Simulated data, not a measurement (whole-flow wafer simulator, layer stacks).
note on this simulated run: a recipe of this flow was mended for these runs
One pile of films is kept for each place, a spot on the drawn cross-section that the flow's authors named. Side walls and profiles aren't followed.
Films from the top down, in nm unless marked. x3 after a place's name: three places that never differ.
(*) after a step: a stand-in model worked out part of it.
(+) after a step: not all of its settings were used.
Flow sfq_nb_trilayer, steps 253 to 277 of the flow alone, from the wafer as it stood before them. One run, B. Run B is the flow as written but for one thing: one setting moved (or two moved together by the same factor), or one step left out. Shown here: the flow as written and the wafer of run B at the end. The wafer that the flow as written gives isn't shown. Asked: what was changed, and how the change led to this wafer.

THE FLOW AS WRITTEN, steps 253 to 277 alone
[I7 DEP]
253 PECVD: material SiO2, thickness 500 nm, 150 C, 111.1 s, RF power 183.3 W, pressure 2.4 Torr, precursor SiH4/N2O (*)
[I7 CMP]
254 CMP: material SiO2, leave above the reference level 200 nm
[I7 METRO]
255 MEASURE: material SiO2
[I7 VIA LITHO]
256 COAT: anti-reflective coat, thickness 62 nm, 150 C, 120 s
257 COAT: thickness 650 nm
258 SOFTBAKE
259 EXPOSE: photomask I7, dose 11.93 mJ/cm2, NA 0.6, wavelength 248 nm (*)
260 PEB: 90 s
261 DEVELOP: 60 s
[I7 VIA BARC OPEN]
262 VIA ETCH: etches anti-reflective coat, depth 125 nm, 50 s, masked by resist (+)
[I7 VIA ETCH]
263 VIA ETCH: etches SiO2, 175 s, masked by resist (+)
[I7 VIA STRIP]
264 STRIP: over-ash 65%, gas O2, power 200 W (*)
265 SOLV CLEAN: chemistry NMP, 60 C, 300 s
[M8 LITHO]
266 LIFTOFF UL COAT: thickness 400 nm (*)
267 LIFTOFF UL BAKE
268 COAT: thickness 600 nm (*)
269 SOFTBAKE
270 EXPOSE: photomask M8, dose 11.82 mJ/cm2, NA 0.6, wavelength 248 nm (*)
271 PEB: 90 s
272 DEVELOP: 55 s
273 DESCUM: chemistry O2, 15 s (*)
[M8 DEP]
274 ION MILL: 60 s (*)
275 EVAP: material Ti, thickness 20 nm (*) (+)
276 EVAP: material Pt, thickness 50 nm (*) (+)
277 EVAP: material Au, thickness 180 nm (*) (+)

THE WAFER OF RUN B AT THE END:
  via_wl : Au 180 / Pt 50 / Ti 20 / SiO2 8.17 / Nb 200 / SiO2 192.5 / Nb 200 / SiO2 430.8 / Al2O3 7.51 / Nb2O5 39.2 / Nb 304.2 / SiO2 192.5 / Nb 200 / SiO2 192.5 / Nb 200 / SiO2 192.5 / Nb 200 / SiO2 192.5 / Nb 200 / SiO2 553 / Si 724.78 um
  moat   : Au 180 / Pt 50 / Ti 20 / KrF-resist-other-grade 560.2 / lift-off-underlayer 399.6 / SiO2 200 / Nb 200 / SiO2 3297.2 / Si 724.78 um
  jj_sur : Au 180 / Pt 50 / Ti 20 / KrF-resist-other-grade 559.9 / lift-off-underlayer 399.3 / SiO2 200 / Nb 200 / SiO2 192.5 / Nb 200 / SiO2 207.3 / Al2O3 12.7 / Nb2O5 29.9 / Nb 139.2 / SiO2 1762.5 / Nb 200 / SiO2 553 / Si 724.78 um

The cause: step 263, VIA ETCH: 124 s was run, where the flow has 175 s.

How the change led to this, step by step:
  263 VIA ETCH: etches SiO2, 175 s, masked by resist (+)
      via_wl, via_w, via_wr: SiO2 -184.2 (as written it would be: SiO2 -199.7 (all of it), Nb -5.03)
      field_l, v_sur, via_sp and 100 more: KrF-resist-other-grade -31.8 (as written it would be: KrF-resist-other-grade -44.8)
  264 STRIP: over-ash 65%, gas O2, power 200 W (*)
      field_l, v_sur, via_sp and 100 more: KrF-resist-other-grade -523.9 (all of it), anti-reflective coat -62 (all of it) (as written it would be: KrF-resist-other-grade -510.8 (all of it), anti-reflective coat -62 (all of it))
  266 LIFTOFF UL COAT: thickness 400 nm (*)
      via_wl, via_wr: lift-off-underlayer +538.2 (new film) (as written it would be: lift-off-underlayer +553.5 (new film))
      via_w: lift-off-underlayer +525.9 (new film) (as written it would be: lift-off-underlayer +539.8 (new film))
  272 DEVELOP: 55 s
      via_wl: KrF-resist-other-grade -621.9 (all of it), lift-off-underlayer -538.2 (all of it) (as written it would be: KrF-resist-other-grade -624.5 (all of it), lift-off-underlayer -553.5 (all of it))
      via_w: KrF-resist-other-grade -632.6 (all of it), lift-off-underlayer -525.9 (all of it) (as written it would be: KrF-resist-other-grade -636.4 (all of it), lift-off-underlayer -539.8 (all of it))
      (and at 1 more place)
  274 ION MILL: 60 s (*)
      via_wl, via_w, via_wr: SiO2 -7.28 (as written it would be: Nb -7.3)
Counting metal films that touch as one body, via_wl has 8 bodies (between them, from the top down: SiO2 8.17; SiO2 192.5; SiO2 430.8 / Al2O3 7.51 / Nb2O5 39.2; SiO2 192.5; SiO2 192.5; SiO2 192.5; SiO2 192.5); the flow as written gives 7 bodies (between them, from the top down: SiO2 192.5; SiO2 430.8 / Al2O3 7.51 / Nb2O5 39.2; SiO2 192.5; SiO2 192.5; SiO2 192.5; SiO2 192.5).
